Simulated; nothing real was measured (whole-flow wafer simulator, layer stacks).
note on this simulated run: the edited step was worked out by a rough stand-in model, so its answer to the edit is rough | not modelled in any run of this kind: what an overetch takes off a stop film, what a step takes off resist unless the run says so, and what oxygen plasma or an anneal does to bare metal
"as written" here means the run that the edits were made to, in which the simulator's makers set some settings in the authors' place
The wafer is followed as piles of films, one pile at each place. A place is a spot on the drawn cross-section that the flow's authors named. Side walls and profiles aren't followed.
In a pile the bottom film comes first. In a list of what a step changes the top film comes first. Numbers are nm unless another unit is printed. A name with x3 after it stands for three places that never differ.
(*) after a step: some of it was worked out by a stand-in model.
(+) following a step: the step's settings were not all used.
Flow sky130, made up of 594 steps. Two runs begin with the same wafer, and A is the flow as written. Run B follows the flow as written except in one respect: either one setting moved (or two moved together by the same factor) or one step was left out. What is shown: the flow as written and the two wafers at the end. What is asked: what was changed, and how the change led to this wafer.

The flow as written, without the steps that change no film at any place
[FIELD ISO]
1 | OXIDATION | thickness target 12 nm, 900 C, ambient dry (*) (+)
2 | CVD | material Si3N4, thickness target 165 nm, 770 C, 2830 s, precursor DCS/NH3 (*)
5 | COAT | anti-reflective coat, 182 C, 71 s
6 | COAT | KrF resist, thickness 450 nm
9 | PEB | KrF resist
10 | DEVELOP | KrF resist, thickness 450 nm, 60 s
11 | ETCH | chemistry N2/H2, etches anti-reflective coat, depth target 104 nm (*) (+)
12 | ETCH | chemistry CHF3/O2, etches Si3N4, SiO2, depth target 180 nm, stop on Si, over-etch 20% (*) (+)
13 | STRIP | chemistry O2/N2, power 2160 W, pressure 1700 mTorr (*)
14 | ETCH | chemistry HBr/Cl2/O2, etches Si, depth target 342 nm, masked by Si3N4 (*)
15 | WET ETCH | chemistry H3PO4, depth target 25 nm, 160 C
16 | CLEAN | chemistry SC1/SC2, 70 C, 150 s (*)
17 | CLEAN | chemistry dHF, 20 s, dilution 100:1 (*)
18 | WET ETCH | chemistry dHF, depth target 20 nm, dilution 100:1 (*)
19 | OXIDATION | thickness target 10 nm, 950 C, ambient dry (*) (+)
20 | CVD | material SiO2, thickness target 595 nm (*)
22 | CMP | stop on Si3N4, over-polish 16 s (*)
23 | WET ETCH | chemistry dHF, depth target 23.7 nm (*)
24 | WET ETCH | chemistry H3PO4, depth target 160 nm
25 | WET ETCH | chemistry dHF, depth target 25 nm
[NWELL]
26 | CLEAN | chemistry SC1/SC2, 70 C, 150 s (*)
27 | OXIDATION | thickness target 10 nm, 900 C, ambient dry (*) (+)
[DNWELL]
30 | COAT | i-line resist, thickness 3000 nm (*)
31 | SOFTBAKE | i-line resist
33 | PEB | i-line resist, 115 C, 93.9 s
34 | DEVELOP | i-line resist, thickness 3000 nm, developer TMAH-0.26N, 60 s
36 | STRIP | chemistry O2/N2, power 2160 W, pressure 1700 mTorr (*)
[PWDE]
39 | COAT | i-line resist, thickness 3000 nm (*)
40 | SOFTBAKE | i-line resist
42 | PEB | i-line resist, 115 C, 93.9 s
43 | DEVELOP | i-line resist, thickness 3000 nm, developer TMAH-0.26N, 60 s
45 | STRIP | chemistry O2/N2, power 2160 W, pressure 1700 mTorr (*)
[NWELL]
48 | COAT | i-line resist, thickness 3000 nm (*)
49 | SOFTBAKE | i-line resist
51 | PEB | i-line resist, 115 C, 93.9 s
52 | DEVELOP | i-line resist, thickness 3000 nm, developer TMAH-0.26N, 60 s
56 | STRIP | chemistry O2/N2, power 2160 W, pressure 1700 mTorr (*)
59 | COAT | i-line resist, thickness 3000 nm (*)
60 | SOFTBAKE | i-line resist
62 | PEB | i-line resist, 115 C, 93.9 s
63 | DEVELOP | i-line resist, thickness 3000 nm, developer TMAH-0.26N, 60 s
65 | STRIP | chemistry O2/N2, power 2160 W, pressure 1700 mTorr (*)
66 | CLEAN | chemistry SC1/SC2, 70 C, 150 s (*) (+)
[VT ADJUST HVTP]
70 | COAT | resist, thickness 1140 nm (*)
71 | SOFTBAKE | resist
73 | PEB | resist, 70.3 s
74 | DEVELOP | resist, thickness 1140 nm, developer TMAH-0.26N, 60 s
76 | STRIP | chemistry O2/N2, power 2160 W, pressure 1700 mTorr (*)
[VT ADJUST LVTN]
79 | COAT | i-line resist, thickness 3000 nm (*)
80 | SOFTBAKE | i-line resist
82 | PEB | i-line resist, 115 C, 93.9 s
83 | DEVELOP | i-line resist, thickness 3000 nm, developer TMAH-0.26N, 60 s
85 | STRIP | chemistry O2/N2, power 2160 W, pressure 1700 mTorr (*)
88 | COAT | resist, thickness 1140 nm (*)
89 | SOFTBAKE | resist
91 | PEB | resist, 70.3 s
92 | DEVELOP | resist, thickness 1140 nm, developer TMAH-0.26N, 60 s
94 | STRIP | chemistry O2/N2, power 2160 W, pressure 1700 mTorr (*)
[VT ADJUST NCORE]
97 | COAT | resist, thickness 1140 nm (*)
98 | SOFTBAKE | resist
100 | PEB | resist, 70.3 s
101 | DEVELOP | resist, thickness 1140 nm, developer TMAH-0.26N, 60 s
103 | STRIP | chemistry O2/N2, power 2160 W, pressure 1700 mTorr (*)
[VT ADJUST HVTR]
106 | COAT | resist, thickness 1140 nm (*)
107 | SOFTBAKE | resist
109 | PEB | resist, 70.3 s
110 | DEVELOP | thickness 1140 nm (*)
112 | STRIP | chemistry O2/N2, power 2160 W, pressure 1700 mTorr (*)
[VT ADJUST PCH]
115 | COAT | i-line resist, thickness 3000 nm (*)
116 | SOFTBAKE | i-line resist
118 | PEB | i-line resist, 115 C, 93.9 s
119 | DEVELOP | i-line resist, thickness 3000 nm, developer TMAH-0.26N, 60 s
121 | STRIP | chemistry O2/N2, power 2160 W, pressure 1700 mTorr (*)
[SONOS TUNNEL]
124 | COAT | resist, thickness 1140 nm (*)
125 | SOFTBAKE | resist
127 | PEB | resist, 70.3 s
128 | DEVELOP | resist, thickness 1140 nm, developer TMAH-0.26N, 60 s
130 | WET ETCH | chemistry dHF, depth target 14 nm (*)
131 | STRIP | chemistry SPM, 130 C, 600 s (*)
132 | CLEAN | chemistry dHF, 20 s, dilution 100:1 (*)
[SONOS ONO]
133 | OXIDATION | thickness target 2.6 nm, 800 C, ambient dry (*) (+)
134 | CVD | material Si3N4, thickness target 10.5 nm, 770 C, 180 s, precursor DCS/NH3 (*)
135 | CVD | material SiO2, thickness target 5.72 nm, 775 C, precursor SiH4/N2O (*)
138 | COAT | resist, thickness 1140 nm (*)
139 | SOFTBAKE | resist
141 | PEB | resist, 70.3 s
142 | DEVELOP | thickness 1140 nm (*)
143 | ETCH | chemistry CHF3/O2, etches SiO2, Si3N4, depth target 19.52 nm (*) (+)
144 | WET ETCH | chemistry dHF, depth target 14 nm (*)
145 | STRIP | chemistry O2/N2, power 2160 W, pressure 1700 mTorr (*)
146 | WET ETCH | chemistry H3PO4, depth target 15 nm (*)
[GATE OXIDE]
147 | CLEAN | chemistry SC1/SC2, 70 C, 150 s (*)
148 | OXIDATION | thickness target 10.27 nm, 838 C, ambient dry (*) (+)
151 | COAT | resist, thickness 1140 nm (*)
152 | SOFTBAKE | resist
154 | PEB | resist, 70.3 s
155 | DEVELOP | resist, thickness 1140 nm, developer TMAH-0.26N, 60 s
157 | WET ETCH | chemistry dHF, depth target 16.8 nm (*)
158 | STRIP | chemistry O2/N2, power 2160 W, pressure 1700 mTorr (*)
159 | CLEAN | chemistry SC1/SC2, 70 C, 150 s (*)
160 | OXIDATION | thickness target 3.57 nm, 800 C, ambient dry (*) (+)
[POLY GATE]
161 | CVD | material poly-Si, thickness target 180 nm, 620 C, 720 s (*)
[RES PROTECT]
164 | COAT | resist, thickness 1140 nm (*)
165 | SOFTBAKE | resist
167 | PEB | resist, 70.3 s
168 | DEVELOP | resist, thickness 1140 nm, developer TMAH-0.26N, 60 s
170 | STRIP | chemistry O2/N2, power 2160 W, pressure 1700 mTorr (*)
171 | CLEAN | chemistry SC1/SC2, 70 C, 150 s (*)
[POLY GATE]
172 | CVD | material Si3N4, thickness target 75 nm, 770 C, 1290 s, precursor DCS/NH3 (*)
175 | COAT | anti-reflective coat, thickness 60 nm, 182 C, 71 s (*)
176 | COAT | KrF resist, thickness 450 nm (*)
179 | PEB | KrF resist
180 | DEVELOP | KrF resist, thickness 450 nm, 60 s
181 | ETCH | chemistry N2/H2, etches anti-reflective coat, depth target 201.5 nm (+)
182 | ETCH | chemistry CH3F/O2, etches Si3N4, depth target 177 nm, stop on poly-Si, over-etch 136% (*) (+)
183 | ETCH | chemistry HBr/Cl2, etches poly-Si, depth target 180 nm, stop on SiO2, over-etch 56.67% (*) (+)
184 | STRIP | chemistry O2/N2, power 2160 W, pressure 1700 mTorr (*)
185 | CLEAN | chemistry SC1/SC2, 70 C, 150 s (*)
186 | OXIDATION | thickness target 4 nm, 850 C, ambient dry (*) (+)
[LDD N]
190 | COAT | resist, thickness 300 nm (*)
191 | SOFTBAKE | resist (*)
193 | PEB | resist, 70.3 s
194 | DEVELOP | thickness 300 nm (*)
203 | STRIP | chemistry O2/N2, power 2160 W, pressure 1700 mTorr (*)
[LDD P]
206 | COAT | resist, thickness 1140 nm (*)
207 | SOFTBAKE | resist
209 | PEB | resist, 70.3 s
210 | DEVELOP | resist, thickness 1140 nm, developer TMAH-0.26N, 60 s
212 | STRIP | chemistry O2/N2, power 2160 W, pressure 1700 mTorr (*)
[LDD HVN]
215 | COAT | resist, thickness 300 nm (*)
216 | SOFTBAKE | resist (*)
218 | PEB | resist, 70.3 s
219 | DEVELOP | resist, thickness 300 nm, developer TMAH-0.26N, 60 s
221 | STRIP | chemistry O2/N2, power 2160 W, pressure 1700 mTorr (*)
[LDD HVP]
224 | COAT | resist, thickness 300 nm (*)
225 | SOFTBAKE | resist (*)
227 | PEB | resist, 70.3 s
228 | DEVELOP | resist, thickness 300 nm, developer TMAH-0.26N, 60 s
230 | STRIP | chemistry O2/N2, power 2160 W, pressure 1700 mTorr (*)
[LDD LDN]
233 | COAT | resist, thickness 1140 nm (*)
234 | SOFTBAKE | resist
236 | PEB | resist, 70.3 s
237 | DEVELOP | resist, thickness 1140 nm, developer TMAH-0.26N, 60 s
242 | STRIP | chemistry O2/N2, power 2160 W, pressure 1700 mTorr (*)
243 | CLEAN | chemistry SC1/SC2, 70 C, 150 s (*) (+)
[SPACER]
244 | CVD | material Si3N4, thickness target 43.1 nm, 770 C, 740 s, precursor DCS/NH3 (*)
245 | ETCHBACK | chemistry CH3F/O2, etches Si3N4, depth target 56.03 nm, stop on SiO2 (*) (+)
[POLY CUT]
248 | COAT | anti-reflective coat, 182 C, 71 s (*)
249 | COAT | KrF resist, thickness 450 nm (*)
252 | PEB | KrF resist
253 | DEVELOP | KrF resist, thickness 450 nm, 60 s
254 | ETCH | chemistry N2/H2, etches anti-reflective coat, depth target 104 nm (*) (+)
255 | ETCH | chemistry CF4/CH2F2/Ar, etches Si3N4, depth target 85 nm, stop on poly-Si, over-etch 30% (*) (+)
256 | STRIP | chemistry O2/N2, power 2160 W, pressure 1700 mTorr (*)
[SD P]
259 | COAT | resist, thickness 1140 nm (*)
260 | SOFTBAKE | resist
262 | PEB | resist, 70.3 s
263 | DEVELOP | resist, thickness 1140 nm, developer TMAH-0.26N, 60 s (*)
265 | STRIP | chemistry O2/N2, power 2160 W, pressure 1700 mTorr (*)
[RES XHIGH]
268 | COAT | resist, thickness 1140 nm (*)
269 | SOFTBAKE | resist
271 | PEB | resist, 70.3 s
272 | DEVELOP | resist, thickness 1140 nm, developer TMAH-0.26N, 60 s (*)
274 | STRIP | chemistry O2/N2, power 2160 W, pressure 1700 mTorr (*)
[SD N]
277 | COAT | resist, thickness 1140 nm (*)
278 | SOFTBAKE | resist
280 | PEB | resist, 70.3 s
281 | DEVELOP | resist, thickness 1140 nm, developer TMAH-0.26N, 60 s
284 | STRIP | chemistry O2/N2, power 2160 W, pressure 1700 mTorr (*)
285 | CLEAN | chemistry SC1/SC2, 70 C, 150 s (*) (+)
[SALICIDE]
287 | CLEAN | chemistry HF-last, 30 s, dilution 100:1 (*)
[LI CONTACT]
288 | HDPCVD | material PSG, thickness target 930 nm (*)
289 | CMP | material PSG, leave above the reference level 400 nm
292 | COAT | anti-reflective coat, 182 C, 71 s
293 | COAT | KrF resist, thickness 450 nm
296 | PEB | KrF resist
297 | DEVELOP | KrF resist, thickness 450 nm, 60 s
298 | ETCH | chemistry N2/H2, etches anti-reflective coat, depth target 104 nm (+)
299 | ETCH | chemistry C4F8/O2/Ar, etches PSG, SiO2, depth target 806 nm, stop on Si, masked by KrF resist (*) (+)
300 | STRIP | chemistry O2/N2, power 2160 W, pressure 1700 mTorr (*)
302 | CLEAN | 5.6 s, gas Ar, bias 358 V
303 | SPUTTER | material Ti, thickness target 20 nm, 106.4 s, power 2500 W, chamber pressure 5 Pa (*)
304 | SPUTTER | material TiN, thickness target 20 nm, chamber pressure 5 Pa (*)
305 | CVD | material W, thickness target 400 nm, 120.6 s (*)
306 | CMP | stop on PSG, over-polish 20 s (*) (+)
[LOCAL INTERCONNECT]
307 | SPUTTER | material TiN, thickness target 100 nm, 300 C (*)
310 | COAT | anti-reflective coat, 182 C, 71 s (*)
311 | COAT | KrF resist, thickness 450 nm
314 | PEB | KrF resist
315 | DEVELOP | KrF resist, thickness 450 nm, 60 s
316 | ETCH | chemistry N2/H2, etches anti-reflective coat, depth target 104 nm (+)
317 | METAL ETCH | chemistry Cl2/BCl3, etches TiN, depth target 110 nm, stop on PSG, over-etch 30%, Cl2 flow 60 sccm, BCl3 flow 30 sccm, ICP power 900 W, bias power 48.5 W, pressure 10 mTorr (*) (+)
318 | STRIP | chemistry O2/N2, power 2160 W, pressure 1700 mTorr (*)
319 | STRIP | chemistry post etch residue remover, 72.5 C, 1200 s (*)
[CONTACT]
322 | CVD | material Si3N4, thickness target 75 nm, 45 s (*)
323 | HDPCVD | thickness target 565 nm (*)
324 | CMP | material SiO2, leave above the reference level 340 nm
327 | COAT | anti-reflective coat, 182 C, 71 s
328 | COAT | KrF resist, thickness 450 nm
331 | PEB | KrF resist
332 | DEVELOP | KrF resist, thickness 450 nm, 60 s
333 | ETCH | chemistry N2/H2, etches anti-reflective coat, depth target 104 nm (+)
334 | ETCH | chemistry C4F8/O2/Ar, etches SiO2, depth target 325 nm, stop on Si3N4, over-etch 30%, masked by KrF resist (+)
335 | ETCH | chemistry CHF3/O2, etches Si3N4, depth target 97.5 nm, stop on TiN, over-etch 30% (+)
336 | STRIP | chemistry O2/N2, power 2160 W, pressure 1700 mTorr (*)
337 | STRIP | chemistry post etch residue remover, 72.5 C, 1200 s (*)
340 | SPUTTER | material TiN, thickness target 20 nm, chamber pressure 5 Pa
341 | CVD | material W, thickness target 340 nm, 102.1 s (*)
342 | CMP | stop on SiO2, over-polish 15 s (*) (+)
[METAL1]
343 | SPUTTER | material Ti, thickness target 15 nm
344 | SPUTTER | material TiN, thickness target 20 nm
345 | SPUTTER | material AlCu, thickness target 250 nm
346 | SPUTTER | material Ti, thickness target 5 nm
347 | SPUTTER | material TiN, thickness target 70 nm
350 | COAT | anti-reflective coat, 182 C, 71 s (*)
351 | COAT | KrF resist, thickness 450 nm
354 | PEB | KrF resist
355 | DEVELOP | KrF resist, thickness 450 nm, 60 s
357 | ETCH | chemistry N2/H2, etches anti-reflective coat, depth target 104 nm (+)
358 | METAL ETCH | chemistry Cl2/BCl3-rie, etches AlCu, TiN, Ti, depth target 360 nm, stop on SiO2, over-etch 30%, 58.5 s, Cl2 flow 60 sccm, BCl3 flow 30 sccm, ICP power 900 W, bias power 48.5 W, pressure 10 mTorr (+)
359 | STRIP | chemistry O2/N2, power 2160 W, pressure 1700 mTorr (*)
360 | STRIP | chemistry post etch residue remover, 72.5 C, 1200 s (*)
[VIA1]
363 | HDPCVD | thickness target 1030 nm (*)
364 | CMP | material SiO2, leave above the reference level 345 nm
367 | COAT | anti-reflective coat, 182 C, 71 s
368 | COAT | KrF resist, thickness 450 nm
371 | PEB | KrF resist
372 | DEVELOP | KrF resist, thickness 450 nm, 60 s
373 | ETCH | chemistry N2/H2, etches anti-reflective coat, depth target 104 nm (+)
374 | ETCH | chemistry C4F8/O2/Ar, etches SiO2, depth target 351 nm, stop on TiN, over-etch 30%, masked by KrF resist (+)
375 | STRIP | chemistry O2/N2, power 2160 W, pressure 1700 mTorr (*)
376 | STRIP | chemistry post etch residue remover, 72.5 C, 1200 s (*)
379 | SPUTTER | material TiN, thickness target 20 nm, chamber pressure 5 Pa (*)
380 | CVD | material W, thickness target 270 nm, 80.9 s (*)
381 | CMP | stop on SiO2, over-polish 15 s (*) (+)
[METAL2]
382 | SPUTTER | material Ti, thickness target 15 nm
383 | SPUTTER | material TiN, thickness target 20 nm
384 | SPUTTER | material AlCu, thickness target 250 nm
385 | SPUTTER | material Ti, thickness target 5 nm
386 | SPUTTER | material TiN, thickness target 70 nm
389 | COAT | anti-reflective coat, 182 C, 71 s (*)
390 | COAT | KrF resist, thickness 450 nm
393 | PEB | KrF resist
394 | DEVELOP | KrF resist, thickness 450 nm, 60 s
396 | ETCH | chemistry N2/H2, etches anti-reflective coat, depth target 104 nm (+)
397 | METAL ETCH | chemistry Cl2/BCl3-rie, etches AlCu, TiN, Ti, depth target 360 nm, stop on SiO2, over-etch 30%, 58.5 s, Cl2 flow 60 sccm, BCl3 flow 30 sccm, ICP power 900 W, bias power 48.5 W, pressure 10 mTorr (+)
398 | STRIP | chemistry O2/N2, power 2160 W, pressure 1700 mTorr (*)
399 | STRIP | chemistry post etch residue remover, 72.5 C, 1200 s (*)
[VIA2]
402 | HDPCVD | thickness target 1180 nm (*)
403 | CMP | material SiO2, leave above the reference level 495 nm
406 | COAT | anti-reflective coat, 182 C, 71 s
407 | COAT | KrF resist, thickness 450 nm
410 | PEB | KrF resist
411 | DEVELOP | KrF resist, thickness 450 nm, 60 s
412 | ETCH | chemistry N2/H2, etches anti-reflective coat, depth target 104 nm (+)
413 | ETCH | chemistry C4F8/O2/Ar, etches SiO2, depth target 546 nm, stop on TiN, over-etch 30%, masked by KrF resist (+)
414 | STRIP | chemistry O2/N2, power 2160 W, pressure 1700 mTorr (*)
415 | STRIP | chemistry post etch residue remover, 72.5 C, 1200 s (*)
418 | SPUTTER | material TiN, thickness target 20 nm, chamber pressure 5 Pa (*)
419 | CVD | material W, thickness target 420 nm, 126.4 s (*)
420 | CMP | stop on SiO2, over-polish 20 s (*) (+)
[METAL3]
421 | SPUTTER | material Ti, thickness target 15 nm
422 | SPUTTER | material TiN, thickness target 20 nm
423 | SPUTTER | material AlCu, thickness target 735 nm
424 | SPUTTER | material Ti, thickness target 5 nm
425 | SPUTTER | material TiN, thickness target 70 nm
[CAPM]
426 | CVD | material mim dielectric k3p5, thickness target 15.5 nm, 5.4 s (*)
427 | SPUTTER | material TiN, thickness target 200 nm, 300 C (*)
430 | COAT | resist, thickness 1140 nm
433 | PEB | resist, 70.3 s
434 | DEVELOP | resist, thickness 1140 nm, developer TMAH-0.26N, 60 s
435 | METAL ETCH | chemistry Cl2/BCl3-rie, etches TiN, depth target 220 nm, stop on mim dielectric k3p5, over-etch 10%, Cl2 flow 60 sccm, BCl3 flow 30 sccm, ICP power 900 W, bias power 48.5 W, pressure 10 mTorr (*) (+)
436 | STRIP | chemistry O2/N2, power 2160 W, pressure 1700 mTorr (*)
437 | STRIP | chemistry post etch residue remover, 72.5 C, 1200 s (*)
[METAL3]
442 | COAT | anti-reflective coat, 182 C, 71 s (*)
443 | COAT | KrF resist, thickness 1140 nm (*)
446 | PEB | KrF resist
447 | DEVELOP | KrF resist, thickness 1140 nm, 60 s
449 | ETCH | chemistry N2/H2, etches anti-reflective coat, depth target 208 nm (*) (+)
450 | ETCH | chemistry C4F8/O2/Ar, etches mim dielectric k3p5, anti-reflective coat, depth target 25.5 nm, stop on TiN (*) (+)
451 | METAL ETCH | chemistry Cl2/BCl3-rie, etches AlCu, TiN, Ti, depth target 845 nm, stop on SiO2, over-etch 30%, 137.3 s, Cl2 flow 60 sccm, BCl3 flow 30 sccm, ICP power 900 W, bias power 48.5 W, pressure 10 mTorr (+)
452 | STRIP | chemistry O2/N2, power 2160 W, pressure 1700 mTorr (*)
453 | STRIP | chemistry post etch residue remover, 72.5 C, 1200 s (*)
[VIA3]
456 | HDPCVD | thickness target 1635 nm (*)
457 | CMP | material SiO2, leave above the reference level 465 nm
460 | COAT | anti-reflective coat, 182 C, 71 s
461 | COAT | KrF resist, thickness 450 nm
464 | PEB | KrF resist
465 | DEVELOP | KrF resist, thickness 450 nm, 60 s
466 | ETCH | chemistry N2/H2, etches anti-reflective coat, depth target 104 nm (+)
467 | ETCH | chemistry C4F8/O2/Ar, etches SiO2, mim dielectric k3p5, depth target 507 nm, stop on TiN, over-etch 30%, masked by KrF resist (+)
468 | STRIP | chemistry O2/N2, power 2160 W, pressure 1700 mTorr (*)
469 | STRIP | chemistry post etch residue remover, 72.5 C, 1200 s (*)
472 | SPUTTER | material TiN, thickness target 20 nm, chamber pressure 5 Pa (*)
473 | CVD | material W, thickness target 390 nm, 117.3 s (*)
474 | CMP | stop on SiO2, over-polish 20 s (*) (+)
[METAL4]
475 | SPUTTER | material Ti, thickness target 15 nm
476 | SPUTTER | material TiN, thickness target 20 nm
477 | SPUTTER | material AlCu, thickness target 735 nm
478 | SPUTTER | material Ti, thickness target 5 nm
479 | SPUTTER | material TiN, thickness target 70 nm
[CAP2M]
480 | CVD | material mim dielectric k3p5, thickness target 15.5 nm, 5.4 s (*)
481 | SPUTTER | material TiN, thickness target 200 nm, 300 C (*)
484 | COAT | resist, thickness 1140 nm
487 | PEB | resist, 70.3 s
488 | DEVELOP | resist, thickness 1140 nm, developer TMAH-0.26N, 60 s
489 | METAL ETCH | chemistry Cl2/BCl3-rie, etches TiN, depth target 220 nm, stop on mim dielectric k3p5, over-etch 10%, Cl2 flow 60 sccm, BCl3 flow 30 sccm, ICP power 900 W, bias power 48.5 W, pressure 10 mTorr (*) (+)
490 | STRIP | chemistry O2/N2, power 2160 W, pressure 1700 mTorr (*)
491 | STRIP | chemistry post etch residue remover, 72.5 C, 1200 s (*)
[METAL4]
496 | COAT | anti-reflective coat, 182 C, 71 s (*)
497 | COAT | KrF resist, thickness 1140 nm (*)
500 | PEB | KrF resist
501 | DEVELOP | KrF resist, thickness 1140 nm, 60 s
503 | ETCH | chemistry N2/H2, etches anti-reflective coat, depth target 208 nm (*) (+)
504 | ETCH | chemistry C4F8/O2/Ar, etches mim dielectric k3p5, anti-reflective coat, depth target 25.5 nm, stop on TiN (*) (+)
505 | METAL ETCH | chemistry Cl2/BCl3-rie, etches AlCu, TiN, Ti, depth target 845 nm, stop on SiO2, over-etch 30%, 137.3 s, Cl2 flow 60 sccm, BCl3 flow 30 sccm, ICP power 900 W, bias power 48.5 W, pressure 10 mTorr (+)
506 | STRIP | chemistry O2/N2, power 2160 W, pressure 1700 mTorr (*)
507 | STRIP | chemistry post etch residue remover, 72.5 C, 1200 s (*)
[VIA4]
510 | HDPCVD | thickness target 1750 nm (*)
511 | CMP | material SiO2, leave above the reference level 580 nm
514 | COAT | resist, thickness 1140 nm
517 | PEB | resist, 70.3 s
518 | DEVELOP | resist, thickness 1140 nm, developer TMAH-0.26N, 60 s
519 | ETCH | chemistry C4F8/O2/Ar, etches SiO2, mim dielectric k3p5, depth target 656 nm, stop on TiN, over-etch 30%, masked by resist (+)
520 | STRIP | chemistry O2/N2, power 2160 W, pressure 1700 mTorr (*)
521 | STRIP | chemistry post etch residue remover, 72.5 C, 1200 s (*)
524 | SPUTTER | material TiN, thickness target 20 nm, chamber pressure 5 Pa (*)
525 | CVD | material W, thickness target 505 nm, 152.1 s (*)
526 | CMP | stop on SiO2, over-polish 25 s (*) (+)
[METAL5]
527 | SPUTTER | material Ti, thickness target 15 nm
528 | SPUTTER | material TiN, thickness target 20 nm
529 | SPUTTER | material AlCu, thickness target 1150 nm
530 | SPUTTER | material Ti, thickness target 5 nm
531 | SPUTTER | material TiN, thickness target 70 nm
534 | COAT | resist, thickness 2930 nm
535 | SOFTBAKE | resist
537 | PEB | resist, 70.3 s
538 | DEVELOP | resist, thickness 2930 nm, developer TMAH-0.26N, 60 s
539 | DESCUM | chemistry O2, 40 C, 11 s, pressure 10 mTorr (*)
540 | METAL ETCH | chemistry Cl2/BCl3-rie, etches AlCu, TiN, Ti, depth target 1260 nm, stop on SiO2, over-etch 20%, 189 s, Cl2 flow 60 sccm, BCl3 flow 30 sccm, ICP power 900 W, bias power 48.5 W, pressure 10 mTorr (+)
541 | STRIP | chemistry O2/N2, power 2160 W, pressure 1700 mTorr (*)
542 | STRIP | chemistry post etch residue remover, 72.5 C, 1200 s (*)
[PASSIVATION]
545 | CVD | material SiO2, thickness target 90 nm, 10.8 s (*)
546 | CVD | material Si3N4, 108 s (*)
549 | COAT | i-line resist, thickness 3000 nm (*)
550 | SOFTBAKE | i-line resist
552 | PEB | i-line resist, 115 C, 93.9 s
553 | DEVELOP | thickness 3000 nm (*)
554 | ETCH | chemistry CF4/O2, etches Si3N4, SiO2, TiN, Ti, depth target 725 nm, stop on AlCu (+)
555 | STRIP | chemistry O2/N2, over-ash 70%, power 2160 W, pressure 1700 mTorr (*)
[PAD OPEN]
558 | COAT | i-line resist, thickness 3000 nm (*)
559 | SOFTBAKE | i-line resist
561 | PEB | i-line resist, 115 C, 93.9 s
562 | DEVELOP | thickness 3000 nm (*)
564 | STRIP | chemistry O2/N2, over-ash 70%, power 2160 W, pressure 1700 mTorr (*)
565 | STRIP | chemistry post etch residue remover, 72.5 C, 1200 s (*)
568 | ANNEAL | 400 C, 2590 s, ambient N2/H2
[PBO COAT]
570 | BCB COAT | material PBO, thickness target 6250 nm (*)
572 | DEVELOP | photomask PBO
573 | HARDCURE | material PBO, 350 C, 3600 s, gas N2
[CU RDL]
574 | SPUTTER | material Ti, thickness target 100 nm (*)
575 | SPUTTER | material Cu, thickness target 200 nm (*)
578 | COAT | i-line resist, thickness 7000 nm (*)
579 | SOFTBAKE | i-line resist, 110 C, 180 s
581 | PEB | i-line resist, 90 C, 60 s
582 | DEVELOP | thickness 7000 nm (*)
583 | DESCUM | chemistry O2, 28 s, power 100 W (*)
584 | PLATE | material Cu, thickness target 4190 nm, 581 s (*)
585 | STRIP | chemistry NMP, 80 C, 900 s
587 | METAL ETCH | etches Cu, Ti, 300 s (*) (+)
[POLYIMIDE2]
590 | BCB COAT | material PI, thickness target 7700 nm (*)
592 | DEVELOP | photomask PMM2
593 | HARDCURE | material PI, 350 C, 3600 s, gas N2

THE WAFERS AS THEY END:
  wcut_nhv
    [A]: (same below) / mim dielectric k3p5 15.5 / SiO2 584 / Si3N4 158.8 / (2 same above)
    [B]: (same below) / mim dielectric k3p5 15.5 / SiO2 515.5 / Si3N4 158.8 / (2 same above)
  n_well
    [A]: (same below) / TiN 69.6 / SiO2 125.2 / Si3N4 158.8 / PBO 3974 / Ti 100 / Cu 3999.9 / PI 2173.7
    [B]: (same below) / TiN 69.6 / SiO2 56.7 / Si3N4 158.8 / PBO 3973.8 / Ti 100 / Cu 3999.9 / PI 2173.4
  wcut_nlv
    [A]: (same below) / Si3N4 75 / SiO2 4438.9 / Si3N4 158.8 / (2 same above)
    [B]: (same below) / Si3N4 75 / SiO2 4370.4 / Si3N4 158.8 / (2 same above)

Cause: step 545, CVD: thickness target 40.5 nm was run, though the flow has thickness target 90 nm; step 545, CVD: 4.86 s was run, where the flow has 10.8 s.

Step by step, how the change led to this:
  545 | CVD | material SiO2, thickness target 90 nm, 10.8 s (*)
      field, active, gate and 175 more: A SiO2 gains 125.2 | B SiO2 gains 56.7
      n_well, p_well, sd_n and 12 more: A SiO2 gains 125.2 (new film) | B SiO2 gains 56.7 (new film)
  550 | SOFTBAKE | i-line resist
      active: A i-line resist gains 12 | B i-line resist gains 10.7
      gate: A i-line resist loses 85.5 | B i-line resist loses 81.7
      (and at 59 other places as well)
  554 | ETCH | chemistry CF4/O2, etches Si3N4, SiO2, TiN, Ti, depth target 725 nm, stop on AlCu (+)
      field, active, n_well and 189 more: A i-line resist loses 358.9 | B i-line resist loses 290.4
      pad: A Si3N4 loses 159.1 (all of it), SiO2 loses 125.2 (all of it), TiN loses 69.6 (all of it), Ti loses 5 (all of it) | B Si3N4 loses 159.1 (all of it), SiO2 loses 56.7 (all of it), TiN loses 69.6 (all of it), Ti loses 5 (all of it)
  555 | STRIP | chemistry O2/N2, over-ash 70%, power 2160 W, pressure 1700 mTorr (*)
      gate_hv, dice_street, iso_guard and 83 more: A i-line resist loses 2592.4 (all of it) | B i-line resist loses 2660.9 (all of it)
      n_well, p_well, sd_n, sd_p: A i-line resist loses 1340.8 (all of it) | B i-line resist loses 1409.3 (all of it)
      (and at 102 other places as well)
  558 | COAT | i-line resist, thickness 3000 nm (*)
      pad: A i-line resist gains 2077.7 (new film) | B i-line resist gains 2008.9 (new film)
  559 | SOFTBAKE | i-line resist
      field: A i-line resist gains 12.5 | B i-line resist gains 11.2
      active: A i-line resist gains 12 | B i-line resist gains 10.7
      (and at 66 other places as well)
  561 | PEB | i-line resist, 115 C, 93.9 s
      pad: A i-line resist loses 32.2 | B i-line resist loses 31
  562 | DEVELOP | thickness 3000 nm (*)
      pad: A i-line resist loses 2045.5 (all of it) | B i-line resist loses 1977.9 (all of it)
  578 | COAT | i-line resist, thickness 7000 nm (*)
      pad: A i-line resist gains 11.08 um (new film) | B i-line resist gains 11.01 um (new film)
  579 | SOFTBAKE | i-line resist, 110 C, 180 s
      mim, vcap_hvt: A i-line resist loses 16.8 | B i-line resist loses 15.7
      ndiff_licon_rim, ndiff_licon: A i-line resist loses 8.01 | B i-line resist loses 6.9
      (and at 27 other places as well)
  582 | DEVELOP | thickness 7000 nm (*)
      pad: A i-line resist loses 11.08 um (all of it) | B i-line resist loses 11.01 um (all of it)
